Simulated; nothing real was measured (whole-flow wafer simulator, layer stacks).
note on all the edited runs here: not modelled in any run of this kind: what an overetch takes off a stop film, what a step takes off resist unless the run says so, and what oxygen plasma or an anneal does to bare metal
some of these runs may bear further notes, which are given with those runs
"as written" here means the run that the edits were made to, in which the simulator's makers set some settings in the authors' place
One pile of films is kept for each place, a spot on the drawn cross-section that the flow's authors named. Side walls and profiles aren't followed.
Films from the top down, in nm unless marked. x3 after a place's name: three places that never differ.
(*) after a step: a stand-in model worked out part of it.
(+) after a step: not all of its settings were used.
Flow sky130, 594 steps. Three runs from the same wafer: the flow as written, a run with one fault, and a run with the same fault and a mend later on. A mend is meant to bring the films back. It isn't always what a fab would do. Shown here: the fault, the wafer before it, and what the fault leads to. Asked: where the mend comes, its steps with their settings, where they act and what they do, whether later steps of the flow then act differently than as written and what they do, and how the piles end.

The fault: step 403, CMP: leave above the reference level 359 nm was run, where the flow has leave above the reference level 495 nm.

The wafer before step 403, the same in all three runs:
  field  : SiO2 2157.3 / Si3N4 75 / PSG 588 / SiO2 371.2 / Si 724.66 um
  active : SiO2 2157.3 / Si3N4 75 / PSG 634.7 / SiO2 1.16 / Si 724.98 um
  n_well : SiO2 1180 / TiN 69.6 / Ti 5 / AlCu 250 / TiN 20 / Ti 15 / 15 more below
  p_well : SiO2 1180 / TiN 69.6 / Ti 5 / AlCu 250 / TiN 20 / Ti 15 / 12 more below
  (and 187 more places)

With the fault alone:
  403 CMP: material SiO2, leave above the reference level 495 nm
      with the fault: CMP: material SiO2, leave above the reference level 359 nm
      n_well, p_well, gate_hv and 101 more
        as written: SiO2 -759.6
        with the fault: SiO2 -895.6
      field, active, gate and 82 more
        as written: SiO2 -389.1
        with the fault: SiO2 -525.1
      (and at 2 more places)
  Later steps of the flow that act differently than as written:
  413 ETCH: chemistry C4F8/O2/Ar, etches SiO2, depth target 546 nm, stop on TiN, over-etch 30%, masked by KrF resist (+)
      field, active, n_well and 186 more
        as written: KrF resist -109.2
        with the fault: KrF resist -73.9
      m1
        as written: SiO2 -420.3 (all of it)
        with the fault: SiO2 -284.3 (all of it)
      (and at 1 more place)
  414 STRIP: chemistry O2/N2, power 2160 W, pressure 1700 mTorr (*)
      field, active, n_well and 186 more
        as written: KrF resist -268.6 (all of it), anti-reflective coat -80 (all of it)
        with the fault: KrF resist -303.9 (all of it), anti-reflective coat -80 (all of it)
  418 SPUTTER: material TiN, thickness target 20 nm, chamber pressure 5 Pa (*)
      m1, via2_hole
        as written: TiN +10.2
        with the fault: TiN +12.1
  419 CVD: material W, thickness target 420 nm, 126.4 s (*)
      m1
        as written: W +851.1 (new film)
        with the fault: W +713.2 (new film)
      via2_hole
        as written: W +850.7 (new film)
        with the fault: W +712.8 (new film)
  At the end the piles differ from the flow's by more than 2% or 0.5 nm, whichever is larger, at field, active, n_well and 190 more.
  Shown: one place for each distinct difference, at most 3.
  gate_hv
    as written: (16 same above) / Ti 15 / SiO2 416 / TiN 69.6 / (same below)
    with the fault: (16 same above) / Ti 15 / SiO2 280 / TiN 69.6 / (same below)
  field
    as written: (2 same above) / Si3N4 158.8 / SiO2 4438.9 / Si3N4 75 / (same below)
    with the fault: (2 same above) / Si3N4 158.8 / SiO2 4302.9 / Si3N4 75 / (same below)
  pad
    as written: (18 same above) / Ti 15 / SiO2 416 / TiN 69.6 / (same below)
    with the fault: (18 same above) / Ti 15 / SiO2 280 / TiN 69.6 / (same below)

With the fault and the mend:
  The mend comes after step 403.
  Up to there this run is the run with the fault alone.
  403a HDPCVD: thickness target 136 nm (*) (the flow's step 402 once more, with other settings)
      field, active, n_well and 188 more
        SiO2 +136
  No later step of the flow acts differently than as written, at any place that is followed, by more than 2% or 0.5 nm, whichever is larger.
  At the end the piles are the same as the flow's at every place that both follow.
